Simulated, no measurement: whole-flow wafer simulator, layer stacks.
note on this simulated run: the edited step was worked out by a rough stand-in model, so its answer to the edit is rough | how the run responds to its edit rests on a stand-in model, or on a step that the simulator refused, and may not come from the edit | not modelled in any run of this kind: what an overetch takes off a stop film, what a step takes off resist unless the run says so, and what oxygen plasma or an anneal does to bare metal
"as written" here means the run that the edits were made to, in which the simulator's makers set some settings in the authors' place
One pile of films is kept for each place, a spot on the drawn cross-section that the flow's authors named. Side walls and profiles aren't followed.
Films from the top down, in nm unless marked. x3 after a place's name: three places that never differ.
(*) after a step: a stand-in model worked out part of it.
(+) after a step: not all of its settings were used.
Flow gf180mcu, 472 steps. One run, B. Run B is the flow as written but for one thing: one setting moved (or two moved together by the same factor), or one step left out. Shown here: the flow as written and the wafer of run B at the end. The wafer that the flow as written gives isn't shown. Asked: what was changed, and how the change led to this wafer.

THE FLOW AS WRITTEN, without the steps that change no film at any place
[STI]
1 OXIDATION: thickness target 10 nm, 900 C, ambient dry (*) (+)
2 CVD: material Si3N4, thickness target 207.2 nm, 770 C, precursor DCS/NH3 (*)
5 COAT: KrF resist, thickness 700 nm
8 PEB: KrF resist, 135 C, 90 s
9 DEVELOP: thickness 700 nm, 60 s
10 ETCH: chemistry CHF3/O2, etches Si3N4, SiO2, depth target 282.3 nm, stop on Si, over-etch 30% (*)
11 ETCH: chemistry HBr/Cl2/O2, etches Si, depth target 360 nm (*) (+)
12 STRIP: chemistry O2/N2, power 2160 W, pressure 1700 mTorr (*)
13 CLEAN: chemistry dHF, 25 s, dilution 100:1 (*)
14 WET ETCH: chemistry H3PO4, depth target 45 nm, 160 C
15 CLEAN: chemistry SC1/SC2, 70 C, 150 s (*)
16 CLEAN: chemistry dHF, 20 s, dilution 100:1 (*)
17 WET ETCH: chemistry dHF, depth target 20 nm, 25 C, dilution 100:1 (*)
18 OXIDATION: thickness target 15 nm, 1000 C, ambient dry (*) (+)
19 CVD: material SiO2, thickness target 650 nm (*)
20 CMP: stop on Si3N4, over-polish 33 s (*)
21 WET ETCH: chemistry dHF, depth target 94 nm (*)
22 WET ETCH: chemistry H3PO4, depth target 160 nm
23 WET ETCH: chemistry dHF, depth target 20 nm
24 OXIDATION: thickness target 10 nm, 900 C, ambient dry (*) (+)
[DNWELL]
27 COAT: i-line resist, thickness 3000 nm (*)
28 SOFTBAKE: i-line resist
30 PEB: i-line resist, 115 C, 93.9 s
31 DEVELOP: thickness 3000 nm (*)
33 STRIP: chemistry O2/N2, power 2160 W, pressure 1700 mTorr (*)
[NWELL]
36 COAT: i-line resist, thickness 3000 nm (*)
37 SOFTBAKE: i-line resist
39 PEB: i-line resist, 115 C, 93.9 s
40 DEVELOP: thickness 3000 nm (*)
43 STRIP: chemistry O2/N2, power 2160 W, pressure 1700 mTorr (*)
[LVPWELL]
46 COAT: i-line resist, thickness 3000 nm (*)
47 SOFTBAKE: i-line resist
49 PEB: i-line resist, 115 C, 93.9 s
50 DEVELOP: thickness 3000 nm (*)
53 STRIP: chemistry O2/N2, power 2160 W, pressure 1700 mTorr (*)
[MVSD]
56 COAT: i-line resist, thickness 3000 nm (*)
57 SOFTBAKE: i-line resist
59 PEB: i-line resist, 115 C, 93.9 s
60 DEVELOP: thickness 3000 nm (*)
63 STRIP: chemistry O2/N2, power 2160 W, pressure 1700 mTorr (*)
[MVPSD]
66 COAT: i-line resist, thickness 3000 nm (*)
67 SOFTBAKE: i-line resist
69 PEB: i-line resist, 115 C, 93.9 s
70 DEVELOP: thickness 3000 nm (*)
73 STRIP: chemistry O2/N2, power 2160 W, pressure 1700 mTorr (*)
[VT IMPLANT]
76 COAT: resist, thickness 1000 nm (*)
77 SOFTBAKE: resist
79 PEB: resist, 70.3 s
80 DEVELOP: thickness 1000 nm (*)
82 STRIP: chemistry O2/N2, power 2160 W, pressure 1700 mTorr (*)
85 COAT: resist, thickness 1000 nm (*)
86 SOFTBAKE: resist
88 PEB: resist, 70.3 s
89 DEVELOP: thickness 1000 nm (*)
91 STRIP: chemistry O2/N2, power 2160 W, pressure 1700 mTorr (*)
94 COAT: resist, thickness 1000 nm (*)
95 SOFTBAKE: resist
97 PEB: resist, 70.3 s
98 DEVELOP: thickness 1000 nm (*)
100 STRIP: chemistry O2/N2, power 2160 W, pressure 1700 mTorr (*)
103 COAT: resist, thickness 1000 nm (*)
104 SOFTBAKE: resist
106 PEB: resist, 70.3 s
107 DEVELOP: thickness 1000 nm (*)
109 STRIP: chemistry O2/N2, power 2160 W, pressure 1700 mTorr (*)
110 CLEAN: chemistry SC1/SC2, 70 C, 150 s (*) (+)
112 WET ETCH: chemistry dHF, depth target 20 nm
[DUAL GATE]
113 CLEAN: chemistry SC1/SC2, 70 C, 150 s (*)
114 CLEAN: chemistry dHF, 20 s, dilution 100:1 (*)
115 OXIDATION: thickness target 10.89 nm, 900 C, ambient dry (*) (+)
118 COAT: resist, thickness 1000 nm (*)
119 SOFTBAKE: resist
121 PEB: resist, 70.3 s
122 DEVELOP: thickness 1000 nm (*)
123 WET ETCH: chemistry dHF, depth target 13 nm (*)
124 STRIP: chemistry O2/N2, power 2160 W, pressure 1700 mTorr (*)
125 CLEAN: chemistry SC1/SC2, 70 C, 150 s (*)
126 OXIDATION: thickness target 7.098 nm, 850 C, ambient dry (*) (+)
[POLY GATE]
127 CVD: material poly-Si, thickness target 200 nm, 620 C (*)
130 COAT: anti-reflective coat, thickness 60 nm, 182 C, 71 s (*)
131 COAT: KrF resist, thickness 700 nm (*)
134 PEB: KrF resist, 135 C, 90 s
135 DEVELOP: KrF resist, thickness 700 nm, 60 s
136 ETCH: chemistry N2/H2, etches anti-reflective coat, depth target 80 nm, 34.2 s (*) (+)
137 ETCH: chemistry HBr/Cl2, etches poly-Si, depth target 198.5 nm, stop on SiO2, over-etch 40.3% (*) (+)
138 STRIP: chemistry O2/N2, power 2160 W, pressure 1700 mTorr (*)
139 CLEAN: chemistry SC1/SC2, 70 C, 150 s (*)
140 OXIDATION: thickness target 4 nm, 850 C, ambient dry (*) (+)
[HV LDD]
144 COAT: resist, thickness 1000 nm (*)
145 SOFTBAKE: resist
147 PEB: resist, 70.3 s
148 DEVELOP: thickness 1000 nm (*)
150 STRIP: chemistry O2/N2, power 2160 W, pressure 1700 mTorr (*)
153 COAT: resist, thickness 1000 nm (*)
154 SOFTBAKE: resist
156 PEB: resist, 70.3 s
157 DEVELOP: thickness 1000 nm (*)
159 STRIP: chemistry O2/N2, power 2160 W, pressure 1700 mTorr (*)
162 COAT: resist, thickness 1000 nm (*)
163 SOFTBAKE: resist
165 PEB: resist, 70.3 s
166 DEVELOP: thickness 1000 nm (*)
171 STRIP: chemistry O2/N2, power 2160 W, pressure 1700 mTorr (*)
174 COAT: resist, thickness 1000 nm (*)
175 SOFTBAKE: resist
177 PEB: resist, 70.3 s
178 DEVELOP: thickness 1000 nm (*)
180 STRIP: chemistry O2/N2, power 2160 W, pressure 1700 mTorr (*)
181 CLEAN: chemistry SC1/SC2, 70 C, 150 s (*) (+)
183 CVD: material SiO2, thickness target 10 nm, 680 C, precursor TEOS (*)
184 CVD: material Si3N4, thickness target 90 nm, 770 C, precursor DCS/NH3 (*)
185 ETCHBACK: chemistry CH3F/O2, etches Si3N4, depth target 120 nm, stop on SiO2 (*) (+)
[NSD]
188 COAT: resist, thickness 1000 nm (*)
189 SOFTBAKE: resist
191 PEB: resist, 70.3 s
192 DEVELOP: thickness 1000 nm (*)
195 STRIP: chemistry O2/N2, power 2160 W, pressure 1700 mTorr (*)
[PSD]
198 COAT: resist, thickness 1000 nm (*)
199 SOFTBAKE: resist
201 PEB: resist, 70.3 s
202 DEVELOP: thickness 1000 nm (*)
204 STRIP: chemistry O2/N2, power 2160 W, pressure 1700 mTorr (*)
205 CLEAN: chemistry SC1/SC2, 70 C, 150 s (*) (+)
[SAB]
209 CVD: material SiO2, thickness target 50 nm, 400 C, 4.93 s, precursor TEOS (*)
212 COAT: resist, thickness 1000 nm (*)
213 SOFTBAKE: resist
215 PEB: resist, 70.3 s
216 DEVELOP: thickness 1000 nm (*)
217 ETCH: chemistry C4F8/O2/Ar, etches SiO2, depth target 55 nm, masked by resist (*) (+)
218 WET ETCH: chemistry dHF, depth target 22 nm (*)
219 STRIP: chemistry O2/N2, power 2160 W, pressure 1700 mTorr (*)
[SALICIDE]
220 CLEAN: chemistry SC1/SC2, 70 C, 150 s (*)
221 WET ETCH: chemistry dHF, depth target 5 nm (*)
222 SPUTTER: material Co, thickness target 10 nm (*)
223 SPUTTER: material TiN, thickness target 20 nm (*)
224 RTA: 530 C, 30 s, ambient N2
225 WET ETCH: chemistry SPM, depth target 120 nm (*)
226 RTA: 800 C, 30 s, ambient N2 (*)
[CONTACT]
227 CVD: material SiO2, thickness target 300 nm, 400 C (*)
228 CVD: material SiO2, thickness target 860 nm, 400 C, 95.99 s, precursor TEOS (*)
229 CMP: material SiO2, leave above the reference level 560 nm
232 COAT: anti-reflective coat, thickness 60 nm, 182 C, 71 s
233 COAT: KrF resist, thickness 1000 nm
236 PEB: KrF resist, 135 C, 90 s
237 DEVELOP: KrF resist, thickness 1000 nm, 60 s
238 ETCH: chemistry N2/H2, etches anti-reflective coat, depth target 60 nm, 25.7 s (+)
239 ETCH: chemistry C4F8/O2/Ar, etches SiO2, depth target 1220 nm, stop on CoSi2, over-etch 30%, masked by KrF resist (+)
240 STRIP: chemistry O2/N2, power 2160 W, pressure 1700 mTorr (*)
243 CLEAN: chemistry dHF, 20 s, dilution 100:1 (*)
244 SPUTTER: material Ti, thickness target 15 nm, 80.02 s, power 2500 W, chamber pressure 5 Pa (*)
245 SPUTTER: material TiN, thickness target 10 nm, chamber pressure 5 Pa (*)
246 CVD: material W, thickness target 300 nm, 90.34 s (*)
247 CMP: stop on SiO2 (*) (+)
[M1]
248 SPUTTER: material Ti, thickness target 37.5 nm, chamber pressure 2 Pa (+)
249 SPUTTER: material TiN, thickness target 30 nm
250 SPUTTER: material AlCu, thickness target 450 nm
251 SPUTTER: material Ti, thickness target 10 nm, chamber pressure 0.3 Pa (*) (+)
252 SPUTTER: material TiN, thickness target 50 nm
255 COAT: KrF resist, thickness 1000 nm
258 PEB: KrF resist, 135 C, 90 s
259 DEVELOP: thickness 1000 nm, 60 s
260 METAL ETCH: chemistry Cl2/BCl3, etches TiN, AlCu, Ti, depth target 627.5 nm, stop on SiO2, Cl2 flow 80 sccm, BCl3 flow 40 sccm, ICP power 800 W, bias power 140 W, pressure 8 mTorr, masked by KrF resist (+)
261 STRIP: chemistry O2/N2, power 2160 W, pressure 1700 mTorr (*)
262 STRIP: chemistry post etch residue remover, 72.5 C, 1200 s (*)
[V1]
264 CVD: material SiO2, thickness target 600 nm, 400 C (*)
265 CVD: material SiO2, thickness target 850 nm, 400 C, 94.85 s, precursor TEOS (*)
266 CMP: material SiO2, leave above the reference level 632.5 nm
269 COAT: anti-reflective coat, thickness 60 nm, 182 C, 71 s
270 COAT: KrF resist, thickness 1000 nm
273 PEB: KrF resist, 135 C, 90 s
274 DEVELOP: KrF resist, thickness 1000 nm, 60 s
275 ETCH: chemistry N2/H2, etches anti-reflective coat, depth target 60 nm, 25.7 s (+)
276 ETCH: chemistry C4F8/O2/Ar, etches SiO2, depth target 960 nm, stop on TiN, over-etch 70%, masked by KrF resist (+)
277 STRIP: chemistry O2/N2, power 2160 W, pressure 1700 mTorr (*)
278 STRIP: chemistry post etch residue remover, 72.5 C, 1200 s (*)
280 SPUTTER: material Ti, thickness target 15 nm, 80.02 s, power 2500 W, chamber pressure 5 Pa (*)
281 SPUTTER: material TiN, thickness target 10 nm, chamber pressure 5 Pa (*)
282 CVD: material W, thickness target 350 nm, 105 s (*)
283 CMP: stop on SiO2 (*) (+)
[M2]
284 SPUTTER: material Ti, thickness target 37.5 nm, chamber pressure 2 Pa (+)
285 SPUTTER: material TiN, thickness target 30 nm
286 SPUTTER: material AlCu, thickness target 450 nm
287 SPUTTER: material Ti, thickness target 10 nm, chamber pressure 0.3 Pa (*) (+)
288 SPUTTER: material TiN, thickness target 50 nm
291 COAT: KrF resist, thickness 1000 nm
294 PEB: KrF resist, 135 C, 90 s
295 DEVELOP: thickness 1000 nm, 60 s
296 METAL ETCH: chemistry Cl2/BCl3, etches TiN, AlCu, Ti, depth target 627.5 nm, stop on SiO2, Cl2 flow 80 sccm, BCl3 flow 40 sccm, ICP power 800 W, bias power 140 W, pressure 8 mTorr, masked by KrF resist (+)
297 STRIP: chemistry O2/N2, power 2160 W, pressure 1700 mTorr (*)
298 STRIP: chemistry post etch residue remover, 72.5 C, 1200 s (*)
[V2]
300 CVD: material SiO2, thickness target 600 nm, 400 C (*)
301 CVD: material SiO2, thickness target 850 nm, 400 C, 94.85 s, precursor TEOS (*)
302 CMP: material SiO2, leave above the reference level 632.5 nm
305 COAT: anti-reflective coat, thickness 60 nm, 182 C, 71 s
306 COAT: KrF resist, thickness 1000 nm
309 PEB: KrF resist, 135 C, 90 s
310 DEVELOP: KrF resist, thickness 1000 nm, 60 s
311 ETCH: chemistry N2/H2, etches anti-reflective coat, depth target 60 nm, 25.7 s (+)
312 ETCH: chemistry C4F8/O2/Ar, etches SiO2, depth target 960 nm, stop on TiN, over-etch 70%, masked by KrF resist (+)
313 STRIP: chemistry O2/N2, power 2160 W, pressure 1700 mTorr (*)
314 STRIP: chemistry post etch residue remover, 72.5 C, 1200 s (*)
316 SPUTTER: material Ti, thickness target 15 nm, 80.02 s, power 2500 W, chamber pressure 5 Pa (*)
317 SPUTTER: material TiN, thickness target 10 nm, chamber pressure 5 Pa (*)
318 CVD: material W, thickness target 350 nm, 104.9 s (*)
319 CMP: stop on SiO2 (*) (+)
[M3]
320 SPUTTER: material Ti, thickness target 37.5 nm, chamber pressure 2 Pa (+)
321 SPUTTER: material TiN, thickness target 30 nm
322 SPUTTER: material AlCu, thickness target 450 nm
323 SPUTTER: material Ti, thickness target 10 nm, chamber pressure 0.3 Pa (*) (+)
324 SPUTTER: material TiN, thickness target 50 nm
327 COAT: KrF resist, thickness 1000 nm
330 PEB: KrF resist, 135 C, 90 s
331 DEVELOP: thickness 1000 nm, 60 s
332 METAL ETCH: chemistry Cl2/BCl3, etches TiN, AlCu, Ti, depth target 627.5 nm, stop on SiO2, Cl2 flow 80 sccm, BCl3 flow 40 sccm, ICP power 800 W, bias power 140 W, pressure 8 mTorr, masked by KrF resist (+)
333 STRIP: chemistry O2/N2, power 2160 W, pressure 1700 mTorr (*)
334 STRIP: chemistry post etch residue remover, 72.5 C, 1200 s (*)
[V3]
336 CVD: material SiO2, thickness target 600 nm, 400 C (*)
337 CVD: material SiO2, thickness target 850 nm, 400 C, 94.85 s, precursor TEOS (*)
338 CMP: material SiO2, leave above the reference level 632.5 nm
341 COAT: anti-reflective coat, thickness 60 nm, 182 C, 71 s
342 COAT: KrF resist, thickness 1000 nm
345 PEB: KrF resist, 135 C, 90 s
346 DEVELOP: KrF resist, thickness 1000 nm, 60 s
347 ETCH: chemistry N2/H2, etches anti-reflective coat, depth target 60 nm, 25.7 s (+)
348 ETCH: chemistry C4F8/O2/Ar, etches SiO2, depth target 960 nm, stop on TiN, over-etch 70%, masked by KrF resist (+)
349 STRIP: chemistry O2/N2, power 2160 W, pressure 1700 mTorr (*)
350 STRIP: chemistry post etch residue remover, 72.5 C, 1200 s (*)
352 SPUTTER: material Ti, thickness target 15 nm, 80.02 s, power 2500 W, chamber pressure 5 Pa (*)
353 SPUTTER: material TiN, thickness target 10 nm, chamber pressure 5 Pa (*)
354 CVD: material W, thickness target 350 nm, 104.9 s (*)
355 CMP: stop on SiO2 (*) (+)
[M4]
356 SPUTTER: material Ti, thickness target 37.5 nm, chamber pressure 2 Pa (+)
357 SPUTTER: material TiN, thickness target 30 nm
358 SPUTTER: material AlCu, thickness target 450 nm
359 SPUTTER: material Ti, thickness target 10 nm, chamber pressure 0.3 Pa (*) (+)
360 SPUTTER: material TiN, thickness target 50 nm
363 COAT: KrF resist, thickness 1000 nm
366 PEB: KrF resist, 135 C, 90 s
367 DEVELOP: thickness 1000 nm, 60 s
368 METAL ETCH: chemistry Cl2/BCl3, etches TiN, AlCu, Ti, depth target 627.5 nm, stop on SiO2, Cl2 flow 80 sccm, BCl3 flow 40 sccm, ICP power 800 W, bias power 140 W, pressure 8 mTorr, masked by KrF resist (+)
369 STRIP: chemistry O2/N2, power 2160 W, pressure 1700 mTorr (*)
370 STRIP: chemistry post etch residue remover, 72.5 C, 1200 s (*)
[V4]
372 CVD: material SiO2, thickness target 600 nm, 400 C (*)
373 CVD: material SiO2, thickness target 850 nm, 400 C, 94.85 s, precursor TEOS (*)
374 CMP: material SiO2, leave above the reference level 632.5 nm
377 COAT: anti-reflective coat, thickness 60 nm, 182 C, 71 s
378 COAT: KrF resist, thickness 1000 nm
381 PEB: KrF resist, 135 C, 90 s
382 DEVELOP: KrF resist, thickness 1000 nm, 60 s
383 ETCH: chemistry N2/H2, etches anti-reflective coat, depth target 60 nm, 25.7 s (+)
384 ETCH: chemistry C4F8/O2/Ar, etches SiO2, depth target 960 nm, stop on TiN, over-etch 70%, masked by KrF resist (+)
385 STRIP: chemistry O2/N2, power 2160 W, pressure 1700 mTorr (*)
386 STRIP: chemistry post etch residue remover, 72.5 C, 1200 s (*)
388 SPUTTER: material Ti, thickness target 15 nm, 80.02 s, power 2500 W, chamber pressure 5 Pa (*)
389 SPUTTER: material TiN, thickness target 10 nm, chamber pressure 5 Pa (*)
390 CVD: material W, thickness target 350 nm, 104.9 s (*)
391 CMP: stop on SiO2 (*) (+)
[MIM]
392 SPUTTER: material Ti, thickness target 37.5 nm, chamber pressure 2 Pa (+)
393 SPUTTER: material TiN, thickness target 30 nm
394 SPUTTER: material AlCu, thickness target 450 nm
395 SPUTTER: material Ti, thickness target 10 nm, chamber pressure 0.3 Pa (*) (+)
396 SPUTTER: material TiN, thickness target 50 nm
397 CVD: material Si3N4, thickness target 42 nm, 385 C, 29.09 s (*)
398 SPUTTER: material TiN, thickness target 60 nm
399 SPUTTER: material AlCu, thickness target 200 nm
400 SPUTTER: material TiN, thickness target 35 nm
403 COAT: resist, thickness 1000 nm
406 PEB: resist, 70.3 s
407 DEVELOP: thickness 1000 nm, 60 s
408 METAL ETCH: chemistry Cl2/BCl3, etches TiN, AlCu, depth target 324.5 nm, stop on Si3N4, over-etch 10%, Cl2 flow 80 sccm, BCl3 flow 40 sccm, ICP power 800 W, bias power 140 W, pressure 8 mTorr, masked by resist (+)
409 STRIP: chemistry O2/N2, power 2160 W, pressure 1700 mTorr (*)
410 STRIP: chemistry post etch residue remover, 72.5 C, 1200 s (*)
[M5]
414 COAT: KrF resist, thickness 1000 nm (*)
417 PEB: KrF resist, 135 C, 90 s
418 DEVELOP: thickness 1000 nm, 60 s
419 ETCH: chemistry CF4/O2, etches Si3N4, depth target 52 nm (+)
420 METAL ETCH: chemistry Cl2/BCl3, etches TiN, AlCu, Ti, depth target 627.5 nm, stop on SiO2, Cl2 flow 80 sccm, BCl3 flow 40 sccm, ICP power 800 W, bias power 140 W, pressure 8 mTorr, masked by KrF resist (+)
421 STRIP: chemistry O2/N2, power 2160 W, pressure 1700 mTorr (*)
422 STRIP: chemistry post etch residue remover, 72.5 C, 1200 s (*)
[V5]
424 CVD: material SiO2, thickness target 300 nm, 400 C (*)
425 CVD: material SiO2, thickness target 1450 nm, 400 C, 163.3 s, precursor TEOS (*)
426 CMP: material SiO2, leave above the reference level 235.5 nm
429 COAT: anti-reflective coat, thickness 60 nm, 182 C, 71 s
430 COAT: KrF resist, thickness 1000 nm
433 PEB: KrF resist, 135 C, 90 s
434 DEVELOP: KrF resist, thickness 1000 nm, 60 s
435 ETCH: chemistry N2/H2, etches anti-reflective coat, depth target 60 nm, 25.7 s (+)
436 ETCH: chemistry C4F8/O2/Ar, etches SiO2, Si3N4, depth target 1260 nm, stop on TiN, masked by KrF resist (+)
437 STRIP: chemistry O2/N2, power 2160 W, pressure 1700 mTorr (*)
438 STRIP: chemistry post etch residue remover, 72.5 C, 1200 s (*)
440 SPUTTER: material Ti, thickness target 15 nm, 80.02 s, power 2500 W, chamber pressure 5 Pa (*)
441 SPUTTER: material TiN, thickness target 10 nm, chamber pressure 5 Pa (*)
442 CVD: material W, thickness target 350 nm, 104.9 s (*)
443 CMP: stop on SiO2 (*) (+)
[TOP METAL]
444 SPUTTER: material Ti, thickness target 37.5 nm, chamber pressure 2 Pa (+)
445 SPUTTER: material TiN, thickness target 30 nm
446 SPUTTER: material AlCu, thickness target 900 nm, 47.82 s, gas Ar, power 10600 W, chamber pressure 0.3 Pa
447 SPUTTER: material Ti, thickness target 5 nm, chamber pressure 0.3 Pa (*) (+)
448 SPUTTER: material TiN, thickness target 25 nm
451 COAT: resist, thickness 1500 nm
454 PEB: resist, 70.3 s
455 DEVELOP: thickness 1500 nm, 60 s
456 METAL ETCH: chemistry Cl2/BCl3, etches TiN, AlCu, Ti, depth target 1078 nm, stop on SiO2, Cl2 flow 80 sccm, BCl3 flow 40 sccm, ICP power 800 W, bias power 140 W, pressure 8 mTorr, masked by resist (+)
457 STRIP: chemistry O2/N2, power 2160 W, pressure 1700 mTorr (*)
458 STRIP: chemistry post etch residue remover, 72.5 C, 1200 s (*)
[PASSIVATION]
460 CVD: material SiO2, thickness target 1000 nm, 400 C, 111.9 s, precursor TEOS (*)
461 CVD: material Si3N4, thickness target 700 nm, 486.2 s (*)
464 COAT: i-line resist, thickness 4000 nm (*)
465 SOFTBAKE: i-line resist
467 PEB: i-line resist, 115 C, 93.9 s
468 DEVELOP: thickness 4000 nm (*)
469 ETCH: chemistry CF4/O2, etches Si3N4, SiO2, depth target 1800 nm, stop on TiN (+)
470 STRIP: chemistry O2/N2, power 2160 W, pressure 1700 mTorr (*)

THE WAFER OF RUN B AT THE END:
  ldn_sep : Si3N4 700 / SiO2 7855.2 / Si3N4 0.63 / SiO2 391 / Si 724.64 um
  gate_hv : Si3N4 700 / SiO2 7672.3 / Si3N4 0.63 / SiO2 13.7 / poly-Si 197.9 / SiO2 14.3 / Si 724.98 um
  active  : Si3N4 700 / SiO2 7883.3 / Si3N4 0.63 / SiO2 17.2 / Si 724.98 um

The cause: step 185, ETCHBACK: depth target 85.2 nm was run, where the flow has depth target 120 nm.

How the change led to this, step by step:
  185 ETCHBACK: chemistry CH3F/O2, etches Si3N4, depth target 120 nm, stop on SiO2 (*) (+)
      field, field__w1, field__w2 and 100 more: Si3N4 -85.2 (as written it would be: Si3N4 -90 (all of it), SiO2 -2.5)
  189 SOFTBAKE: resist
      field__w9: resist -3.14 (as written it would be: resist +6.92)
      nw_enc_fld_lv: resist +5.57 (as written it would be: resist +0.86)
  199 SOFTBAKE: resist
      field__w9: resist -3.14 (as written it would be: resist +6.92)
      nw_enc_fld_lv: resist +5.57 (as written it would be: resist +0.86)
  205 CLEAN: chemistry SC1/SC2, 70 C, 150 s (*) (+)
      field, field__w1, field__w2 and 105 more: Si3N4 -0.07 (as written it would be: SiO2 -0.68)
  209 CVD: material SiO2, thickness target 50 nm, 400 C, 4.93 s, precursor TEOS (*)
      field, field__w7, field__w8 and 73 more: SiO2 +50 (new film) (as written it would be: SiO2 +50)
      field_sub__w1, field_sub__w3, field_sub__w4, field_sub__w5, ld_drift_n: SiO2 +48.8 (new film) (as written it would be: SiO2 +48.9)
      (and at 27 more places)
  217 ETCH: chemistry C4F8/O2/Ar, etches SiO2, depth target 55 nm, masked by resist (*) (+)
      field, field__w7, field__w8 and 70 more: SiO2 -50 (all of it), Si3N4 -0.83 (as written it would be: SiO2 -55)
      field_sub__w1, field_sub__w3, field_sub__w4, field_sub__w5, ld_drift_n: SiO2 -48.8 (all of it), Si3N4 -1.03 (as written it would be: SiO2 -55)
      (and at 21 more places)
  218 WET ETCH: chemistry dHF, depth target 22 nm (*)
      gate, gate_hv, gate_p and 23 more: Si3N4 -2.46 (as written it would be: SiO2 -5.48 (all of it))
      field, field__w10, sti and 14 more: Si3N4 -2.46 (as written it would be: SiO2 -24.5)
      (and at 56 more places)
  219 STRIP: chemistry O2/N2, power 2160 W, pressure 1700 mTorr (*)
      gate, gate_hv, gate_p and 23 more: nothing (as written it would be: chemical SiO2 +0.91 (new film), poly-Si -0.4)
      active, p_well, sd_n and 20 more: nothing (as written it would be: chemical SiO2 +0.91 (new film), Si -0.4)
  220 CLEAN: chemistry SC1/SC2, 70 C, 150 s (*)
      field, field__w1, field__w2 and 47 more: Si3N4 -0.07 (as written it would be: SiO2 -0.68)
  221 WET ETCH: chemistry dHF, depth target 5 nm (*)
      active, p_well, gate and 44 more: Si3N4 -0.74 (as written it would be: chemical SiO2 -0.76 (all of it))
      field, field__w1, field__w10 and 20 more: Si3N4 -0.74 (as written it would be: SiO2 -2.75)
      (and at 29 more places)
  222 SPUTTER: material Co, thickness target 10 nm (*)
      ld_drift_p: Co +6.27 (new film) (as written it would be: Co +5.76 (new film))
  224 RTA: 530 C, 30 s, ambient N2
      gate, gate_hv, gate_p and 22 more: nothing (as written it would be: under 1 film: CoSi +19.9 (new film), Co -10 (all of it), poly-Si -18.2)
      active, p_well, sd_n and 11 more: nothing (as written it would be: under 1 film: CoSi +19.9 (new film), Co -10 (all of it), Si -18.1)
      (and at 10 more places)
  225 WET ETCH: chemistry SPM, depth target 120 nm (*)
      active, p_well, gate and 36 more: TiN -20 (all of it), Co -10 (all of it) (as written it would be: TiN -20 (all of it))
      sd_p: TiN -18.3 (all of it), Co -9.25 (all of it) (as written it would be: TiN -17.9 (all of it))
      (and at 10 more places)
  226 RTA: 800 C, 30 s, ambient N2 (*)
      gate, gate_hv, gate_p and 22 more: nothing (as written it would be: CoSi2 +35 (new film), CoSi -19.9 (all of it), poly-Si -18.2)
      active, p_well, sd_n and 11 more: nothing (as written it would be: CoSi2 +35 (new film), CoSi -19.9 (all of it), Si -18.1)
      (and at 10 more places)
  227 CVD: material SiO2, thickness target 300 nm, 400 C (*)
      field, field__w1, field__w6 and 42 more: SiO2 +300 (new film) (as written it would be: SiO2 +300)
      ld_sd_n, ld_drn_p: SiO2 +300 (as written it would be: SiO2 +300 (new film))
  228 CVD: material SiO2, thickness target 860 nm, 400 C, 95.99 s, precursor TEOS (*)
      ld_drift_p: SiO2 +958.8 (as written it would be: SiO2 +979.4)
  ... 5 more steps ...
  471 ANNEAL: 400 C, 1800 s, ambient N2/H2
      polyc_n, polyc_p: under 9 films: void +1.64 (new film), Ti -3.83, TiSi first +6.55 (new film), poly-Si -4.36 (as written it would be: nothing)
      contact: under 49 films: void +1.62 (new film), Ti -3.83, TiSi first +6.55 (new film), Si -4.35 (as written it would be: nothing)
Counting metal films that touch as one body, gate_hv has 0 bodies; the flow as written gives 1 body.
Counting metal films that touch as one body, active has 0 bodies; the flow as written gives 1 body.
